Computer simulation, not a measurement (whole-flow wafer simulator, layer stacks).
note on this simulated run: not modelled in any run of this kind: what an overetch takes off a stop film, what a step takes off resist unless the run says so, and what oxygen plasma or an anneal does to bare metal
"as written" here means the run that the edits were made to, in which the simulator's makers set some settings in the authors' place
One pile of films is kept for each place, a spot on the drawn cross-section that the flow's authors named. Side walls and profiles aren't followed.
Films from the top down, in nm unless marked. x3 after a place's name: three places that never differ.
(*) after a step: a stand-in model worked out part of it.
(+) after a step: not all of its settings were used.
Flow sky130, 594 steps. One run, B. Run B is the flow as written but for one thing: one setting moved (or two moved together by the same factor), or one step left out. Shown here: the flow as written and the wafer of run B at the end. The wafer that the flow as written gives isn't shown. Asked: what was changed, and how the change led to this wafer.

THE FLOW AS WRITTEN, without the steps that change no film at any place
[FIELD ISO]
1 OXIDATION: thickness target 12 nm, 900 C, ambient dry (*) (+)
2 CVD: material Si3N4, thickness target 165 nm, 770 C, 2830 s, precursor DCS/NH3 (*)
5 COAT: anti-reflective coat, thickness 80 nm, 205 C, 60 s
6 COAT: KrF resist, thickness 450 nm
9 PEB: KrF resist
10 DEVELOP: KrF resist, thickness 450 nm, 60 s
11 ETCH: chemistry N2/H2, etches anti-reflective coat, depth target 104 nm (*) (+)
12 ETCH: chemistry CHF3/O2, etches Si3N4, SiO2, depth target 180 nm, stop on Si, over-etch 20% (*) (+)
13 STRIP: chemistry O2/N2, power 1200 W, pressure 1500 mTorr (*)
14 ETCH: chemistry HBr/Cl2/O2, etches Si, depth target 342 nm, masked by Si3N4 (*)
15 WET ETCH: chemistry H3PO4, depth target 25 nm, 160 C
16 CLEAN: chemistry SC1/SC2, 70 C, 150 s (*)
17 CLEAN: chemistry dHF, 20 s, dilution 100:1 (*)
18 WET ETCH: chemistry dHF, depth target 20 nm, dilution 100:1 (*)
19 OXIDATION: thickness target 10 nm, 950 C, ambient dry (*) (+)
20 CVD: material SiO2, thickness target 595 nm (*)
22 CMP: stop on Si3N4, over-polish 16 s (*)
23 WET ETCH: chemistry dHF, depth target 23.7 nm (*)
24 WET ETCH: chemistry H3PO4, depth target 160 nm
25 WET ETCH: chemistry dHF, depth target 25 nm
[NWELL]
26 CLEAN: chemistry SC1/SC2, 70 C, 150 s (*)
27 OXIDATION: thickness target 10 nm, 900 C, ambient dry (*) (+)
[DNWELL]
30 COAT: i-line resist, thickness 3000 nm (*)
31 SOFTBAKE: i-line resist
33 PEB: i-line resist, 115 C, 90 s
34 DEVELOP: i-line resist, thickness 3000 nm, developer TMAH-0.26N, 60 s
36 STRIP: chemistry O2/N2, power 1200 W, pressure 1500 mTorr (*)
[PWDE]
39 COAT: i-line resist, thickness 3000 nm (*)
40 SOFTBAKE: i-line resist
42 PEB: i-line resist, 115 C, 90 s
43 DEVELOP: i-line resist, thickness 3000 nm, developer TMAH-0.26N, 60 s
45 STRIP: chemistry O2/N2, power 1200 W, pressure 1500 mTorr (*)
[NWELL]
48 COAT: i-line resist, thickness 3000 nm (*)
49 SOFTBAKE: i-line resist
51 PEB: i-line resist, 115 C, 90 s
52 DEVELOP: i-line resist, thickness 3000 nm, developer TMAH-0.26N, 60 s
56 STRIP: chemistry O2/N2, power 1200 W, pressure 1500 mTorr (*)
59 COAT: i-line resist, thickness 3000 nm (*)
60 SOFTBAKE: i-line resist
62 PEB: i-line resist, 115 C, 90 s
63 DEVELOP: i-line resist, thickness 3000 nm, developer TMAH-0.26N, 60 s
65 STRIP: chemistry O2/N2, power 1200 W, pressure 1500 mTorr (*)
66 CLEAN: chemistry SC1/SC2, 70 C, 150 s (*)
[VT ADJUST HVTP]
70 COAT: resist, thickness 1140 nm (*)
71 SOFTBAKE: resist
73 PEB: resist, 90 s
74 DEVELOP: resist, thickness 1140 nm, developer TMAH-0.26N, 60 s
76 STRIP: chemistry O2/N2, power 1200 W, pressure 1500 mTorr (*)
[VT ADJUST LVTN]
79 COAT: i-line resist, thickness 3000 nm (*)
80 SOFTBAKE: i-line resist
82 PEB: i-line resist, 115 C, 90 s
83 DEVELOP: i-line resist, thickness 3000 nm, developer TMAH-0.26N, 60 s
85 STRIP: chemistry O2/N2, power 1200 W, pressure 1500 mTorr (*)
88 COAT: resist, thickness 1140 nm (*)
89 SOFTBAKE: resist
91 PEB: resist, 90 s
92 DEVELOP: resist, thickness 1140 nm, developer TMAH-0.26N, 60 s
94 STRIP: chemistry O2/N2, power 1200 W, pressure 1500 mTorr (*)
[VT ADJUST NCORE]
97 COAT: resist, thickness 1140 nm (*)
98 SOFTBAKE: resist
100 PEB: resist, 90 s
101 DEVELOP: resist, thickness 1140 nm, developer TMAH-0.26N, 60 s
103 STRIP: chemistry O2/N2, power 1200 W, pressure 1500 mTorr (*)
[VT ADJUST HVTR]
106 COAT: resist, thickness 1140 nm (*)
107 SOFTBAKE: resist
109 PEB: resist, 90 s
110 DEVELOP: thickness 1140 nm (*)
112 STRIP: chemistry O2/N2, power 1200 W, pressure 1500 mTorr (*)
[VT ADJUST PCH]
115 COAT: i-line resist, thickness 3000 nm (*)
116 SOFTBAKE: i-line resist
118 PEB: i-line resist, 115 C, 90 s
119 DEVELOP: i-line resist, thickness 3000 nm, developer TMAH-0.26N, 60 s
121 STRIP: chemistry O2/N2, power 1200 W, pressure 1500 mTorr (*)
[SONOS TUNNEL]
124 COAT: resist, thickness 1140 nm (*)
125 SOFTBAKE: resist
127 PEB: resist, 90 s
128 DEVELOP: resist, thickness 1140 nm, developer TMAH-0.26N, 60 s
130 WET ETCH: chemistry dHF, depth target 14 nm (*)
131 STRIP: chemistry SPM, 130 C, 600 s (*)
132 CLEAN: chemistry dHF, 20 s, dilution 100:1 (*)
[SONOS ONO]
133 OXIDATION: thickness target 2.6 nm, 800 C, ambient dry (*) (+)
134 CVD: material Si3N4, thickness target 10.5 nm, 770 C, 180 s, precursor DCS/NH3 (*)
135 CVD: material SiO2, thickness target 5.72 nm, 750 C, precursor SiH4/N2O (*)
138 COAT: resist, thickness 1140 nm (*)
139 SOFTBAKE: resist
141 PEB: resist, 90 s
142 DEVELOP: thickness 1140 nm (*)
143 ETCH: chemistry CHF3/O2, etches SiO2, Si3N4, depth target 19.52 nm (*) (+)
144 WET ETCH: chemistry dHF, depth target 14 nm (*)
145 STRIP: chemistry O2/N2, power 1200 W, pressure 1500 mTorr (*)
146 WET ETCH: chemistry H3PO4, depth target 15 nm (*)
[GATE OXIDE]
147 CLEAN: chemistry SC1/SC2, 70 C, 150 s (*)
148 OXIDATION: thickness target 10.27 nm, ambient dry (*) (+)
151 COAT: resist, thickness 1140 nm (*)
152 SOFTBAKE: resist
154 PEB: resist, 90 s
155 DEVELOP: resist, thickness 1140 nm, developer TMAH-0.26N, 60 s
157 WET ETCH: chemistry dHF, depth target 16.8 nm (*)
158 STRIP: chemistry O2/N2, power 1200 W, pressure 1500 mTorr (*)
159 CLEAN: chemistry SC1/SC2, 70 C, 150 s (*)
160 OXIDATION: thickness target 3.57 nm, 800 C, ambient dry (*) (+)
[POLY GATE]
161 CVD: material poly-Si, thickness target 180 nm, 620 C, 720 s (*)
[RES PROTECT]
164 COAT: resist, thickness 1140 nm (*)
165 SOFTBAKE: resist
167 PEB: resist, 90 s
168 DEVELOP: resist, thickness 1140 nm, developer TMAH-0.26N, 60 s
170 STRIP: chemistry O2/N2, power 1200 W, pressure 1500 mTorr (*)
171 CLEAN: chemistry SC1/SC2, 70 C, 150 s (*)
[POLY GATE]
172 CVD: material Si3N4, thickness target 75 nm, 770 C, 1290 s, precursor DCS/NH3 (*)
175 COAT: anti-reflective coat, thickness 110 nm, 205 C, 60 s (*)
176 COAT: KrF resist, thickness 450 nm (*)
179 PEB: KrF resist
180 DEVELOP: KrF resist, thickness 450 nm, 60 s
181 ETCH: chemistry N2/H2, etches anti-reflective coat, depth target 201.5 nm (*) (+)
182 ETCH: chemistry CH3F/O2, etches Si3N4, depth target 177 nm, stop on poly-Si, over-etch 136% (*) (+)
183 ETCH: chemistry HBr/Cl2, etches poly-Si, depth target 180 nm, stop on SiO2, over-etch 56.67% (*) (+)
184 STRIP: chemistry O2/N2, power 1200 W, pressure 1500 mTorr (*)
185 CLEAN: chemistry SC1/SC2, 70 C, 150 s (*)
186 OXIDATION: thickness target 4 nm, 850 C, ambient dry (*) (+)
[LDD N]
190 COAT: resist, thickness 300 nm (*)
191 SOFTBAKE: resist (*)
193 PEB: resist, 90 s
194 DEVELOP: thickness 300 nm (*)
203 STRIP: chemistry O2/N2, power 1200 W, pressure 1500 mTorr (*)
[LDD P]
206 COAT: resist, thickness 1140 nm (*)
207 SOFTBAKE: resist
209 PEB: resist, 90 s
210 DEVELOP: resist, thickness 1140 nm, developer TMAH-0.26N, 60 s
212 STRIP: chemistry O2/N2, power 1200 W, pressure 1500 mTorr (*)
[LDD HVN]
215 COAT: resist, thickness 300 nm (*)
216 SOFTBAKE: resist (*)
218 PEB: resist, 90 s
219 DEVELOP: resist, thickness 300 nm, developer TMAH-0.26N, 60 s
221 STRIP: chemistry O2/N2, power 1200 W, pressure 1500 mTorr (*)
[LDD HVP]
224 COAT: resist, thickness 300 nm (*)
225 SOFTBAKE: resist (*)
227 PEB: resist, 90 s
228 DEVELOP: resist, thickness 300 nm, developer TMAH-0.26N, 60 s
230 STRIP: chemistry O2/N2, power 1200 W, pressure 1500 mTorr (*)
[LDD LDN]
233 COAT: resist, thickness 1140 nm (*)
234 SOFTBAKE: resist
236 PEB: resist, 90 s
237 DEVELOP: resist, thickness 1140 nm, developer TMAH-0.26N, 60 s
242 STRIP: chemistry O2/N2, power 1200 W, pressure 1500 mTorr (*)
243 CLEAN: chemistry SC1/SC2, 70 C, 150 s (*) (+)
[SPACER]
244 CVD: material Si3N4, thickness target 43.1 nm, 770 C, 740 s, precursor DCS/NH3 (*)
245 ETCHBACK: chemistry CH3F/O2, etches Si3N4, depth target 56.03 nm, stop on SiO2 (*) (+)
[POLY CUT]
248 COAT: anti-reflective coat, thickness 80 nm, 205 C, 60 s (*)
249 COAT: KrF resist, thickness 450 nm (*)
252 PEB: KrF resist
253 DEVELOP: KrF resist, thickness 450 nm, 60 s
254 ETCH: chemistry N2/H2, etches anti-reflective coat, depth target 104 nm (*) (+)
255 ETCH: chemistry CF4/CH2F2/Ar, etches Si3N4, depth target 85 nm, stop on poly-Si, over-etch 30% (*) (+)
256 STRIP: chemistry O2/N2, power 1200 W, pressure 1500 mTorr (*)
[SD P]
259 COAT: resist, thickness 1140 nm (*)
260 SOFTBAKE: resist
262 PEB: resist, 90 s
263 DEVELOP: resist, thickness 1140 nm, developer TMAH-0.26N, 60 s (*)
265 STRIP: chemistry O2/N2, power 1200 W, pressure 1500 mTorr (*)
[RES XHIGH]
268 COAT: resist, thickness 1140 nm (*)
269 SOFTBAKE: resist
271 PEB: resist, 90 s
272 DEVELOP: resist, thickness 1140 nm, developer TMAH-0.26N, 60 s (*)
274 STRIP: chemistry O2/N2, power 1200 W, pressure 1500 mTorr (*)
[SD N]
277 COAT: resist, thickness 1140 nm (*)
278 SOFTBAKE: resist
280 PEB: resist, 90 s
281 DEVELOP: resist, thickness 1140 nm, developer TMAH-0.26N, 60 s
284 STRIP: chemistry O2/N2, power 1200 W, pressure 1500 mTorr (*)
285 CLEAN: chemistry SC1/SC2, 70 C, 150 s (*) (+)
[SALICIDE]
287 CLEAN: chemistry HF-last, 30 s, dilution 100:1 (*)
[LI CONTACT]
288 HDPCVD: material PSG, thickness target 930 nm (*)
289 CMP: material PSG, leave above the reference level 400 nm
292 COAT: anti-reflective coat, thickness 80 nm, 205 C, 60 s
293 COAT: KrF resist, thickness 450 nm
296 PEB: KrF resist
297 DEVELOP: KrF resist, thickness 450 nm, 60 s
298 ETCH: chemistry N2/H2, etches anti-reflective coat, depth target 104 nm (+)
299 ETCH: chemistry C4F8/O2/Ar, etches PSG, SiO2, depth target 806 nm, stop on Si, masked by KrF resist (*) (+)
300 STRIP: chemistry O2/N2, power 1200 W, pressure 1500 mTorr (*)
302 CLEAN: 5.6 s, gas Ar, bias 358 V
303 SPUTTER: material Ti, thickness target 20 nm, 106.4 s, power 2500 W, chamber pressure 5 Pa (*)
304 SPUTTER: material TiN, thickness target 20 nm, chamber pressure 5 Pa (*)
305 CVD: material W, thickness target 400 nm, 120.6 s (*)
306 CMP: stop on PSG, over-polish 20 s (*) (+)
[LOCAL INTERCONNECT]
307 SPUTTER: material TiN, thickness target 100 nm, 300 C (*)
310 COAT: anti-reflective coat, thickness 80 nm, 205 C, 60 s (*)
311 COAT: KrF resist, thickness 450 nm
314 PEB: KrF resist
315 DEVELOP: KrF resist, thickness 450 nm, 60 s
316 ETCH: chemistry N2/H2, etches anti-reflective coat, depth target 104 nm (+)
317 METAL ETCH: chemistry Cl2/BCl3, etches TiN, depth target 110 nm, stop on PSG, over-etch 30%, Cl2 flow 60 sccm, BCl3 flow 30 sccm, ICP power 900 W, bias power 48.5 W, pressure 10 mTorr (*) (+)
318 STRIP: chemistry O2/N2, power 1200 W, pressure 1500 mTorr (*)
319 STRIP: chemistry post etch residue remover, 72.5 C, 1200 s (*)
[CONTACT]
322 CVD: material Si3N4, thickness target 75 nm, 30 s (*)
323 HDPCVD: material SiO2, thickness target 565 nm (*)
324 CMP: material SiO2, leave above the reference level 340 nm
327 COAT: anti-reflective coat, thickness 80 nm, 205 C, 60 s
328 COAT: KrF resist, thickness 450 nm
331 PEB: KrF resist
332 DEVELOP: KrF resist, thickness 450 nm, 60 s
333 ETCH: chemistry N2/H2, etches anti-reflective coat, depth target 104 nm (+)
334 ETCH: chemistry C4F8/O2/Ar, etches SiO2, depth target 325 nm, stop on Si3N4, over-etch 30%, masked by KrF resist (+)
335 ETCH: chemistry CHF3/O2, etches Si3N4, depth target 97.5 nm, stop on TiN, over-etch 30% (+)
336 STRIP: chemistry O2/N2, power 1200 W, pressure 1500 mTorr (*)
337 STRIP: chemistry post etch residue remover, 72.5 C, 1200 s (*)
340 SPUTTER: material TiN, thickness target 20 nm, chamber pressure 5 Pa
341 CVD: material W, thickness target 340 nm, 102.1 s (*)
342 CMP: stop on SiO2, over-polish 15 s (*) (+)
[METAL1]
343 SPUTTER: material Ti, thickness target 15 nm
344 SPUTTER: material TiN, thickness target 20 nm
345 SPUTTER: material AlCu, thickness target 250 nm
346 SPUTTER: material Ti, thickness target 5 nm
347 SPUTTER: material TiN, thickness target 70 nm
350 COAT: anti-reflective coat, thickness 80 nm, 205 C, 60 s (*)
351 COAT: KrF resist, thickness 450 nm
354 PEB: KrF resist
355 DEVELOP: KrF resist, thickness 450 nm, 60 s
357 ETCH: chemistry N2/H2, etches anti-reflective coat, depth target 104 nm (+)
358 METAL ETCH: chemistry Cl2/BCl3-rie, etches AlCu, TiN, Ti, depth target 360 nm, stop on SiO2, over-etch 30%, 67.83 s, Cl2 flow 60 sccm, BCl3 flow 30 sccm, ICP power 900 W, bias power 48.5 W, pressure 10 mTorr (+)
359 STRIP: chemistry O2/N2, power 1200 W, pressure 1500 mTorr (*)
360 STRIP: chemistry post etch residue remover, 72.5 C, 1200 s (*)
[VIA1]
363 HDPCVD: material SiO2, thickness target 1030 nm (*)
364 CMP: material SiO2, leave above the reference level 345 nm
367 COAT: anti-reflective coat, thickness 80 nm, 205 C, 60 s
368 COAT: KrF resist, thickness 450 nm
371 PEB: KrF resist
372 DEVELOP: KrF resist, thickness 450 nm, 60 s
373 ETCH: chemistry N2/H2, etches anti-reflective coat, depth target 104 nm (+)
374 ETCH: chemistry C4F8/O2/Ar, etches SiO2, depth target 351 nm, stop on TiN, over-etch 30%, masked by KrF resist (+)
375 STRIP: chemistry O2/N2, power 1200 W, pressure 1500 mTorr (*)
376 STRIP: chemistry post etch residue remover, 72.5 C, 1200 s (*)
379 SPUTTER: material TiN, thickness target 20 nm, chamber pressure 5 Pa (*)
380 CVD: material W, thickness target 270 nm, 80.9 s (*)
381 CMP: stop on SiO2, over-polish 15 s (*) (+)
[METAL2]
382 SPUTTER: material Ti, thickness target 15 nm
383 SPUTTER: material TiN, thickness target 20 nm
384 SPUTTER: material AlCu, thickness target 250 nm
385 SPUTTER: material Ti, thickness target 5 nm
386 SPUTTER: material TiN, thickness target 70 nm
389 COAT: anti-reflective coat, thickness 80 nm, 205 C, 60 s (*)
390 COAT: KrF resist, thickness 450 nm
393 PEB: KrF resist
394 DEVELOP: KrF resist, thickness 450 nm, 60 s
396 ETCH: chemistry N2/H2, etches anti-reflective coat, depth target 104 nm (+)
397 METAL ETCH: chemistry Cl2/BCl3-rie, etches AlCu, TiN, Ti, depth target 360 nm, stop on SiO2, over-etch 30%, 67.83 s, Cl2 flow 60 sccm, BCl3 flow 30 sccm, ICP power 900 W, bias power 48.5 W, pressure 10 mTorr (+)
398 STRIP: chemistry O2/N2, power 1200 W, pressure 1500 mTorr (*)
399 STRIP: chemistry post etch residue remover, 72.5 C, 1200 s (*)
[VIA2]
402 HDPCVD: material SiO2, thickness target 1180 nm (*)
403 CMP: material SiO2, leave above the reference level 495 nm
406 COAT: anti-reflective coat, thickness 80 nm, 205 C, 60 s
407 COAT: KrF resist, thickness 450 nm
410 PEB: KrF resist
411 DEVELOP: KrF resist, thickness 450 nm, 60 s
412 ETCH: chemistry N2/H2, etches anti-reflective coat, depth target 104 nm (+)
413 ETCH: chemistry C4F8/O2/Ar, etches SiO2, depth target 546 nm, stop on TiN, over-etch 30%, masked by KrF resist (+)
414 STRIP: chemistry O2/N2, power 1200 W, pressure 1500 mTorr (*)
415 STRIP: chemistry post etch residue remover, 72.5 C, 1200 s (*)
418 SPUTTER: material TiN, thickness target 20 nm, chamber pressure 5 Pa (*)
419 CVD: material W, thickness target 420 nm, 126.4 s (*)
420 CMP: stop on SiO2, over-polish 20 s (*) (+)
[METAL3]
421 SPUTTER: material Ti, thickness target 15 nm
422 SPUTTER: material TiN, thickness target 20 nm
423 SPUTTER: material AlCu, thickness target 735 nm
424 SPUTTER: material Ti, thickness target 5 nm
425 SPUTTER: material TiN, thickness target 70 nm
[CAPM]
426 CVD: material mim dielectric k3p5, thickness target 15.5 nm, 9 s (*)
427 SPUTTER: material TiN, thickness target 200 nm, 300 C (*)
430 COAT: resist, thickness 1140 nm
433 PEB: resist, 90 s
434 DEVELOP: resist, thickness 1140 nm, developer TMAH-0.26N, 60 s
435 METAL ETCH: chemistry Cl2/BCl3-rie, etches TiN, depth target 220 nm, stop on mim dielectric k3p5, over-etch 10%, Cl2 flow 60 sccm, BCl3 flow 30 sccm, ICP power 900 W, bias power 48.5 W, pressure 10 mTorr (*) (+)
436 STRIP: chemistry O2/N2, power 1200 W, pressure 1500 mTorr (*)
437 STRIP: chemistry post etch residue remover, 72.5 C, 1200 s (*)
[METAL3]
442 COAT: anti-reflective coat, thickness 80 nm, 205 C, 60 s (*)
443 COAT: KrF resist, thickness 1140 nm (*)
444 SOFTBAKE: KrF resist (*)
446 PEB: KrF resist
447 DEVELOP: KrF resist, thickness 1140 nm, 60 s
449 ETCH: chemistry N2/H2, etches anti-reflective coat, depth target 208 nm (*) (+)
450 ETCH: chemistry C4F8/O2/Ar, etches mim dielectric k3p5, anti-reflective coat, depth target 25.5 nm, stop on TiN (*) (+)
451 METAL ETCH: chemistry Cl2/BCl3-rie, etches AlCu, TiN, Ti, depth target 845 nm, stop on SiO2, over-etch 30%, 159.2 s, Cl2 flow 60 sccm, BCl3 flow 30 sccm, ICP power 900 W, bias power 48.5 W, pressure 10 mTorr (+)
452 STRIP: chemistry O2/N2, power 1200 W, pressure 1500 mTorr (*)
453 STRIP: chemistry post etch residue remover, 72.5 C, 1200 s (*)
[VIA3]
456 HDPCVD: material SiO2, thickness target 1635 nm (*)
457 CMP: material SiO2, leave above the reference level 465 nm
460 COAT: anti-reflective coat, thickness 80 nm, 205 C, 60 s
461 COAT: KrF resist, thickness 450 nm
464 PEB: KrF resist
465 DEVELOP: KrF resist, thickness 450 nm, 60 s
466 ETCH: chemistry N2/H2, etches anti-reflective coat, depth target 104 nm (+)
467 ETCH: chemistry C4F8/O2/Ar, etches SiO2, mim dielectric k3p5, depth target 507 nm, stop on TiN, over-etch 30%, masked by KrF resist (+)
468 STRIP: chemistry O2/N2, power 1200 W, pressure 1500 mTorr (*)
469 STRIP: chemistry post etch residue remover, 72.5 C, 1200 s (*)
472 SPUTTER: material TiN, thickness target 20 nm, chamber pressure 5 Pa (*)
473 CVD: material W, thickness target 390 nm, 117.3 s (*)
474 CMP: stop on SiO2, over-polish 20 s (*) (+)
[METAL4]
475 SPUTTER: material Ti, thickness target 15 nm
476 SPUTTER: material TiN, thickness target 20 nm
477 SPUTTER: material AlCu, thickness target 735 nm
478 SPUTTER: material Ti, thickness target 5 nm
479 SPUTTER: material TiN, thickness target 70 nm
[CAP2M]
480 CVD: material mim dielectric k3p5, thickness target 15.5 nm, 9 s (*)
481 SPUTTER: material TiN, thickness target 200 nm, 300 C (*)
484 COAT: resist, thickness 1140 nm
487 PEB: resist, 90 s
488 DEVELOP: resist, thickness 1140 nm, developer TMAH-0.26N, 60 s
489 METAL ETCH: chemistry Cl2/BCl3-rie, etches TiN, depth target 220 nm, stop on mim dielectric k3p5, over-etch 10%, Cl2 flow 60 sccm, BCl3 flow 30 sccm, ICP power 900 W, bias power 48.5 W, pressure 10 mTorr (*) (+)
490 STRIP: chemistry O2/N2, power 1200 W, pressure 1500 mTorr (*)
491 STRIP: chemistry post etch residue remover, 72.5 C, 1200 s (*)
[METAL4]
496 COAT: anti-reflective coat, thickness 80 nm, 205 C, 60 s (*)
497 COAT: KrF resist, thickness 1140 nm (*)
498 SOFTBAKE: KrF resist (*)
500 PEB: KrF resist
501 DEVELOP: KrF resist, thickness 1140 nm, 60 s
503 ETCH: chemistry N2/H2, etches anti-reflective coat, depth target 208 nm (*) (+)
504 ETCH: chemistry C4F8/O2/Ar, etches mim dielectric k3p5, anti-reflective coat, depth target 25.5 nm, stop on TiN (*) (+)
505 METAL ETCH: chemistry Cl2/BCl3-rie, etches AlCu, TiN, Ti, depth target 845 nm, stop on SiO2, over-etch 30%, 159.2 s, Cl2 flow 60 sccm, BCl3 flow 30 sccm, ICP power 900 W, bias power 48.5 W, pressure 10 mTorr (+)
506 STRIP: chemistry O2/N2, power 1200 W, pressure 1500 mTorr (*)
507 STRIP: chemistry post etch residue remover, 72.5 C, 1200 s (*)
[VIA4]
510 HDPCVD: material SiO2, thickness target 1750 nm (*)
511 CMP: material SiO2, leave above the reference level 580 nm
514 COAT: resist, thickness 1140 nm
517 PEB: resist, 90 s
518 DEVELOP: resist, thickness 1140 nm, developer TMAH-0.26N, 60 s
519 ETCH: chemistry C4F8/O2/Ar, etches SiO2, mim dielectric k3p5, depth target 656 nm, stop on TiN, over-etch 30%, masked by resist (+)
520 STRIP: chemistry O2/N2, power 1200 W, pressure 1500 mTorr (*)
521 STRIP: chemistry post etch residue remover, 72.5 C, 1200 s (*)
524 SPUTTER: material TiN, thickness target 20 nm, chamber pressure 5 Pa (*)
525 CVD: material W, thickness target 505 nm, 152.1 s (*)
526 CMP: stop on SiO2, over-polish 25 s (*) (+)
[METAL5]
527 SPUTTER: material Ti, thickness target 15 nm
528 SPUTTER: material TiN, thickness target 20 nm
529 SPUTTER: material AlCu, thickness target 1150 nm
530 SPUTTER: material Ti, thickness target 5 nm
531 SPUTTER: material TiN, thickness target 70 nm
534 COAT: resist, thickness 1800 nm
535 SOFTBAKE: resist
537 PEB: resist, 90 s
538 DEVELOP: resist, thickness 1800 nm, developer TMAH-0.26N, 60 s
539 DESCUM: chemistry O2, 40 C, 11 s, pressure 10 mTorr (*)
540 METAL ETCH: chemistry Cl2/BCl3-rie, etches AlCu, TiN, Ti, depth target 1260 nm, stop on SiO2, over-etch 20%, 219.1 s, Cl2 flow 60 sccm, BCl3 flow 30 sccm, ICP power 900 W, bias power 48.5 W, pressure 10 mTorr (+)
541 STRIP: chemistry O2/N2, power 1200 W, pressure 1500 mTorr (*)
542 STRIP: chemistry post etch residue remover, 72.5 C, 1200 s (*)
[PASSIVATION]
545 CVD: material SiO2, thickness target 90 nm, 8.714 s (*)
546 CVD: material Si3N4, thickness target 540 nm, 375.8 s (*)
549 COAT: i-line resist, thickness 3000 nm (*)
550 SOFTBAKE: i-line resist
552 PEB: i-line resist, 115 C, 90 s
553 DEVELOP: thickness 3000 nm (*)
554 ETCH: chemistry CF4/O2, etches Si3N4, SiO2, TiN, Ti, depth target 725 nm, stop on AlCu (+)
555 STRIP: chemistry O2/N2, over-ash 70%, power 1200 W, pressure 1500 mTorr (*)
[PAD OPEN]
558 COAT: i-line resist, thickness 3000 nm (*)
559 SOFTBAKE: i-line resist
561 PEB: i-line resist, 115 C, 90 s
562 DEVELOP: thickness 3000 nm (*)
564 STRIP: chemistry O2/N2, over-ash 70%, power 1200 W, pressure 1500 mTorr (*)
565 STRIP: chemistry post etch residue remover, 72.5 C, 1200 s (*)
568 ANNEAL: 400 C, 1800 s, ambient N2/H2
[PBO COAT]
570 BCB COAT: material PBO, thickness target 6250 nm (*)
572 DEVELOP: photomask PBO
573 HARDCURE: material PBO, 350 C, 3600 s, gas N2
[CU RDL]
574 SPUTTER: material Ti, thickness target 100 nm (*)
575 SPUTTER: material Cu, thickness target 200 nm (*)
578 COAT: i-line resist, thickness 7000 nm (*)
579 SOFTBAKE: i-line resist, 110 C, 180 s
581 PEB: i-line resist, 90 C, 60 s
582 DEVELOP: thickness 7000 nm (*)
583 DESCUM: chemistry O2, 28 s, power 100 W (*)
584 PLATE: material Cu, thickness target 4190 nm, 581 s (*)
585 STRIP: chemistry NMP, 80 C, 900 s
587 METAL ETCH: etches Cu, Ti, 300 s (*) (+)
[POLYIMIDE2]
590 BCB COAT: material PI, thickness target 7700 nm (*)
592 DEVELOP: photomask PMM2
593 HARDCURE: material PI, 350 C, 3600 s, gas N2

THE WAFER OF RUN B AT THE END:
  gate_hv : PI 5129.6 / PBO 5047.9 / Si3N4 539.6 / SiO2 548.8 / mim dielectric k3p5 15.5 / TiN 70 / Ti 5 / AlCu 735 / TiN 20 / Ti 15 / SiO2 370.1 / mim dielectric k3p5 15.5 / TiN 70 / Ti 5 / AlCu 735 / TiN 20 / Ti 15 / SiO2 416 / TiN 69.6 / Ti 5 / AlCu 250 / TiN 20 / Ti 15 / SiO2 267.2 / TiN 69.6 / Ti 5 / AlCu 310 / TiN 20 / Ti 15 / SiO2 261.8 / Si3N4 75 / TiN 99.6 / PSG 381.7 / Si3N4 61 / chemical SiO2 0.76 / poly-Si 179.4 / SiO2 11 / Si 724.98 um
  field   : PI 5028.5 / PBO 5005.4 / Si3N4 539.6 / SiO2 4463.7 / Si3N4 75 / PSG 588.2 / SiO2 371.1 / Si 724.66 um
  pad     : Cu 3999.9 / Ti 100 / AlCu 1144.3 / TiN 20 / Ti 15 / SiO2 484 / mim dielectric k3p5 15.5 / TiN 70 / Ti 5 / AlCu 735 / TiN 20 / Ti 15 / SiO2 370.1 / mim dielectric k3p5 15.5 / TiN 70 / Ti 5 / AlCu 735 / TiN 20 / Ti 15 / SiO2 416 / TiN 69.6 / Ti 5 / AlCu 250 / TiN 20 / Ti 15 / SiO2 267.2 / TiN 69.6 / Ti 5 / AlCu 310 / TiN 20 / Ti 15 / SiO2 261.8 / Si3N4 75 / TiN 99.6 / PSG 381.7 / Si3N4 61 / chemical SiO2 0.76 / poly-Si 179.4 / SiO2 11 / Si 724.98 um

The cause: step 345, SPUTTER: thickness target 310 nm was run, where the flow has thickness target 250 nm.
It can be read off the wafer: gate_hv has AlCu 310, and step 345 as written asks for 250 nm.

How the change led to this, step by step:
  345 SPUTTER: material AlCu, thickness target 250 nm
      field, active, n_well and 188 more: AlCu +310 (new film) (as written it would be: AlCu +250 (new film))
  358 METAL ETCH: chemistry Cl2/BCl3-rie, etches AlCu, TiN, Ti, depth target 360 nm, stop on SiO2, over-etch 30%, 67.83 s, Cl2 flow 60 sccm, BCl3 flow 30 sccm, ICP power 900 W, bias power 48.5 W, pressure 10 mTorr (+)
      field, active, gate and 81 more: TiN -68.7 (all of it), Ti -5 (all of it), AlCu -310 (all of it), TiN -20 (all of it), Ti -15 (all of it), SiO2 -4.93 (as written it would be: TiN -68.7 (all of it), Ti -5 (all of it), AlCu -250 (all of it), TiN -20 (all of it), Ti -15 (all of it), SiO2 -10.9)
  364 CMP: material SiO2, leave above the reference level 345 nm
      field, active, gate and 81 more: SiO2 -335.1 (as written it would be: SiO2 -389.1)
